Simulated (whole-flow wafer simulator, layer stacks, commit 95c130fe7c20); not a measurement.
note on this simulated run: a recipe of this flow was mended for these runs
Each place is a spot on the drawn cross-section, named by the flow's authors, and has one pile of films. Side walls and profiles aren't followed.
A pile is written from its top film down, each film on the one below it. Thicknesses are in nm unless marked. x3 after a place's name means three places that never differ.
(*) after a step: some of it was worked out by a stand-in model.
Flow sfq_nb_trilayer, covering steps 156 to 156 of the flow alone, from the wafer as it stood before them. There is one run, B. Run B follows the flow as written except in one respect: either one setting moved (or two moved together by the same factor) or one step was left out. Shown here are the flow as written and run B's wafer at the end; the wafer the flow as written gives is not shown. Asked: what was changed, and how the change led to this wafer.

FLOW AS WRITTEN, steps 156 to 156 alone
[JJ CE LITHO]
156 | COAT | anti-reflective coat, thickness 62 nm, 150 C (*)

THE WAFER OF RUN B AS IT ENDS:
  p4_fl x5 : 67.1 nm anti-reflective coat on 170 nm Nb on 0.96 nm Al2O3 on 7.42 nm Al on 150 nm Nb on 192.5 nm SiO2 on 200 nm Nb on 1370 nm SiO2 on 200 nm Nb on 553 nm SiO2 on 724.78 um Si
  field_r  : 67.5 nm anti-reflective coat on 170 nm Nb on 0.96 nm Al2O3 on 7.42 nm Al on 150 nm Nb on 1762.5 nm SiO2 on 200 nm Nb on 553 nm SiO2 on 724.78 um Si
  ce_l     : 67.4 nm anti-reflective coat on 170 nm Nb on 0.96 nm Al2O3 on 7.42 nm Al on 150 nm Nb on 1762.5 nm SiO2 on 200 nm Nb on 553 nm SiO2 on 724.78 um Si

The reason: step 156, COAT: thickness 67.1 nm was run, while the flow as written has thickness 62 nm.
The wafer itself shows it: p4_fl x5 has anti-reflective coat 67.1, and step 156 as written asks for 62 nm.

How this came from the change, step by step:
  156 | COAT | anti-reflective coat, thickness 62 nm, 150 C (*)
      p4_fl x5, p4_w1 x9, p3_s0 x42, wl_j_sl x15, wl_d_m1, l0r_line_l x3, m0r_space_l x2: +67.1 anti-reflective coat (new film) (it would be, as written: +62 anti-reflective coat (new film))
      field_r, lsp_l, ln_m5, lsp_m, ln_m6, lsp_r: +67.5 anti-reflective coat (new film) (it would be, as written: +62.3 anti-reflective coat (new film))
      (and at 21 other places as well)
